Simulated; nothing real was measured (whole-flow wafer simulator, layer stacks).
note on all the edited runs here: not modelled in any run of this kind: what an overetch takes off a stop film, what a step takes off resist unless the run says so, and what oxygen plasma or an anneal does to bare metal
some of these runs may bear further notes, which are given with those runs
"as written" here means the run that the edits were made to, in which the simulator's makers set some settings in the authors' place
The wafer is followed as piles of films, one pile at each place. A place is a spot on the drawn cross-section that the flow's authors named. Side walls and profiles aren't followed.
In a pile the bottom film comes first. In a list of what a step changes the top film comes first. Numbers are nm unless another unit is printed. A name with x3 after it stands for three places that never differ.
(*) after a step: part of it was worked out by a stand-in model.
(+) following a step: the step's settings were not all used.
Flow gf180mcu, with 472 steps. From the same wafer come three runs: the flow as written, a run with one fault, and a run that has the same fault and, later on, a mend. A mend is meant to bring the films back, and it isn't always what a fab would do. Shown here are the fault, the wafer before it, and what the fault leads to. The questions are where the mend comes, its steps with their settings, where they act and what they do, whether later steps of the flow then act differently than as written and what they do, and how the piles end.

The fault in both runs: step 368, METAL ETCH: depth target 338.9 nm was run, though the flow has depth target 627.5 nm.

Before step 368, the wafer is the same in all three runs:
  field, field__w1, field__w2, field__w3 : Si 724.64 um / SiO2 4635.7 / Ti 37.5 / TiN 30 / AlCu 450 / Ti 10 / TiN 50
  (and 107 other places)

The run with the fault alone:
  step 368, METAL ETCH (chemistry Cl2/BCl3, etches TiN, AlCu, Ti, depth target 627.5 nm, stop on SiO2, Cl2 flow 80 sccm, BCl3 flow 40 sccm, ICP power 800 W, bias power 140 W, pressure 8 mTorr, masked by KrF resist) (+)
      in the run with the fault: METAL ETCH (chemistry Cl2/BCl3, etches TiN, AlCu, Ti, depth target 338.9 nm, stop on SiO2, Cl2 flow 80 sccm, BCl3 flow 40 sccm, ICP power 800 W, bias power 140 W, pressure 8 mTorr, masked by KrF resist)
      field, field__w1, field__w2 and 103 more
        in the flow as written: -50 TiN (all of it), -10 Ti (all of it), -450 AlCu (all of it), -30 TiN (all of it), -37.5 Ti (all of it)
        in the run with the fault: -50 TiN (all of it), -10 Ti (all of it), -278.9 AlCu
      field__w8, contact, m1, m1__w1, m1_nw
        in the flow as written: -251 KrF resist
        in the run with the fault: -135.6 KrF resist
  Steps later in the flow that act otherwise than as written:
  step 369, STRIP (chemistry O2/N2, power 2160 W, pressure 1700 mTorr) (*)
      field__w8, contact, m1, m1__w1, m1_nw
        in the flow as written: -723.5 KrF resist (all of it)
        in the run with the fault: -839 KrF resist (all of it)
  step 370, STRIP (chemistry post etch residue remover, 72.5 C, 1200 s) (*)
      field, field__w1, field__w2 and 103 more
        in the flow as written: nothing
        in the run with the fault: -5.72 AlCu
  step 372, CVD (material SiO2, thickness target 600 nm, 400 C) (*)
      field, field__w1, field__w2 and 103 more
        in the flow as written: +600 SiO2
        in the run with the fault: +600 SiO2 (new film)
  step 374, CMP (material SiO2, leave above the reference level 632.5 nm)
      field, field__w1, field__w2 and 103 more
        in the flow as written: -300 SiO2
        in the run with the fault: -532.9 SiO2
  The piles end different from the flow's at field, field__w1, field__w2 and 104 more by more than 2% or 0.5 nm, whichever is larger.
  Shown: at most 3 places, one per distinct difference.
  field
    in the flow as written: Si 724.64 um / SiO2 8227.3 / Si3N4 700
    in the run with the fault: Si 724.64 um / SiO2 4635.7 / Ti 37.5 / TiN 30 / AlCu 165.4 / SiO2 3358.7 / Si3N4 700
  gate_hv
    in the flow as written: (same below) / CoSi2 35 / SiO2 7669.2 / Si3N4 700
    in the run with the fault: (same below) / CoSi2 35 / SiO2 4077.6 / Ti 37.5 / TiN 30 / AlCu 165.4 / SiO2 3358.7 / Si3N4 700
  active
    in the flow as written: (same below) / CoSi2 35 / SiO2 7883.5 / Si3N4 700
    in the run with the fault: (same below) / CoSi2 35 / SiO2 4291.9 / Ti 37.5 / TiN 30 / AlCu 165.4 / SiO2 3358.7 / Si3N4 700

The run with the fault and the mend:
  The mend stands after step 368.
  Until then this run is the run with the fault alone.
  step 368a, METAL ETCH (chemistry Cl2/BCl3, etches TiN, AlCu, Ti, depth target 288.6 nm, stop on SiO2, Cl2 flow 80 sccm, BCl3 flow 40 sccm, ICP power 800 W, bias power 140 W, pressure 8 mTorr, masked by KrF resist) (+) (the flow's step 368 again, with other settings)
      field, field__w1, field__w2 and 103 more
        -171.1 AlCu (all of it), -30 TiN (all of it), -37.5 Ti (all of it)
      field__w8, contact, m1, m1__w1, m1_nw
        -115.4 KrF resist
  Later steps of the flow that are run all act as written at every place that is followed.
  By the end, the piles equal the flow's at every place that both follow.
